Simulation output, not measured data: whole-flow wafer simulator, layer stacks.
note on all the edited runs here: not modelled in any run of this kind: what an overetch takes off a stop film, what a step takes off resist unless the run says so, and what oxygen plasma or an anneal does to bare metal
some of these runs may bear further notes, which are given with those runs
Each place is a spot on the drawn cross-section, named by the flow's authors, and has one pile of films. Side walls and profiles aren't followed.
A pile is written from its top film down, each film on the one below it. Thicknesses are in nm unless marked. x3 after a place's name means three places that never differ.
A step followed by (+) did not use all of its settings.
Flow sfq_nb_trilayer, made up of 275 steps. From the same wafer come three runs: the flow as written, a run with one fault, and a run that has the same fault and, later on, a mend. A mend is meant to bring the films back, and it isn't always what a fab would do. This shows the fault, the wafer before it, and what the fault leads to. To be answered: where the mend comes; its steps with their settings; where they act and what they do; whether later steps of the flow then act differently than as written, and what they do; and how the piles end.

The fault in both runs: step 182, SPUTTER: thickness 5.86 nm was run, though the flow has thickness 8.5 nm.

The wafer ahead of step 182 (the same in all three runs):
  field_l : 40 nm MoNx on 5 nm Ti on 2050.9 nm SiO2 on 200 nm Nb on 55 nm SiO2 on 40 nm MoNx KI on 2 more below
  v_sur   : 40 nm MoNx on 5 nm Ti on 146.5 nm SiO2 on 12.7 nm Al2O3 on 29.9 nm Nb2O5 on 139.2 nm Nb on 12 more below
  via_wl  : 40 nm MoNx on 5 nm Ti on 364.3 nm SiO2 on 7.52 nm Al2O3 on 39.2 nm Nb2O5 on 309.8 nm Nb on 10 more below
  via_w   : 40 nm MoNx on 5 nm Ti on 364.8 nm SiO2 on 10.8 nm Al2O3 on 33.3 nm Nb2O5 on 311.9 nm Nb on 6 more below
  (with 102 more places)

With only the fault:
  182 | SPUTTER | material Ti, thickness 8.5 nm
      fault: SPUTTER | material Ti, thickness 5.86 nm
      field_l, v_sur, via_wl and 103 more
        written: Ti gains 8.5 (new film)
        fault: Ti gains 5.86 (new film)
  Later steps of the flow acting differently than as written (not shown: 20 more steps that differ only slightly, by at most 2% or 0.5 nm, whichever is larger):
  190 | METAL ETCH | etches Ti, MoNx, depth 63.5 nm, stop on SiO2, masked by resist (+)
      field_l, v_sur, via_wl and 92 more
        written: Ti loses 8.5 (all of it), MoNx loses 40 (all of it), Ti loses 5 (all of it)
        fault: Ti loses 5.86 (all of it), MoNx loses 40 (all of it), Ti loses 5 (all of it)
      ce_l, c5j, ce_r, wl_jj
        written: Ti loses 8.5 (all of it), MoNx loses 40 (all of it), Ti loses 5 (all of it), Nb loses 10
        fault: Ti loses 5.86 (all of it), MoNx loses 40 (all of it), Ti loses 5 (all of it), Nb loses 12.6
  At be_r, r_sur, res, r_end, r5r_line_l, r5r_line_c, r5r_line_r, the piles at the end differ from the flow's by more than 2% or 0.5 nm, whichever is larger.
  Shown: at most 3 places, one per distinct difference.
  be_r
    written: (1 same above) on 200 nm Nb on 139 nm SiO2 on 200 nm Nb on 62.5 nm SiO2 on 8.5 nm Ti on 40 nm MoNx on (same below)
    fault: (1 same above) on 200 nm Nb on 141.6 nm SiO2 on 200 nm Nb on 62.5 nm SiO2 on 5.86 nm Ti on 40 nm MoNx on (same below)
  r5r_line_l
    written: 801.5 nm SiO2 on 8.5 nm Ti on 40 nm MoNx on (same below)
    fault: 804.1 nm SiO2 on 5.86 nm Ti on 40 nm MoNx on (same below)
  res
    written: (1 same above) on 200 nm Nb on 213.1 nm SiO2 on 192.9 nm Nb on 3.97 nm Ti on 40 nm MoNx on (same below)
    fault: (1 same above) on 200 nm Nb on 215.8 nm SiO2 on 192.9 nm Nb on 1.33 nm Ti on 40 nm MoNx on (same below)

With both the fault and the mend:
  The mend stands after step 182.
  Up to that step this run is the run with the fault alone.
  182a | SPUTTER | material Ti, thickness 2.64 nm (the flow's step 182 again, with other settings)
      field_l, v_sur, via_wl and 103 more
        Ti gains 2.64
  Every later step of the flow that is run acts as written at every place that is followed.
  The piles end the same as the flow's at every place that both follow.
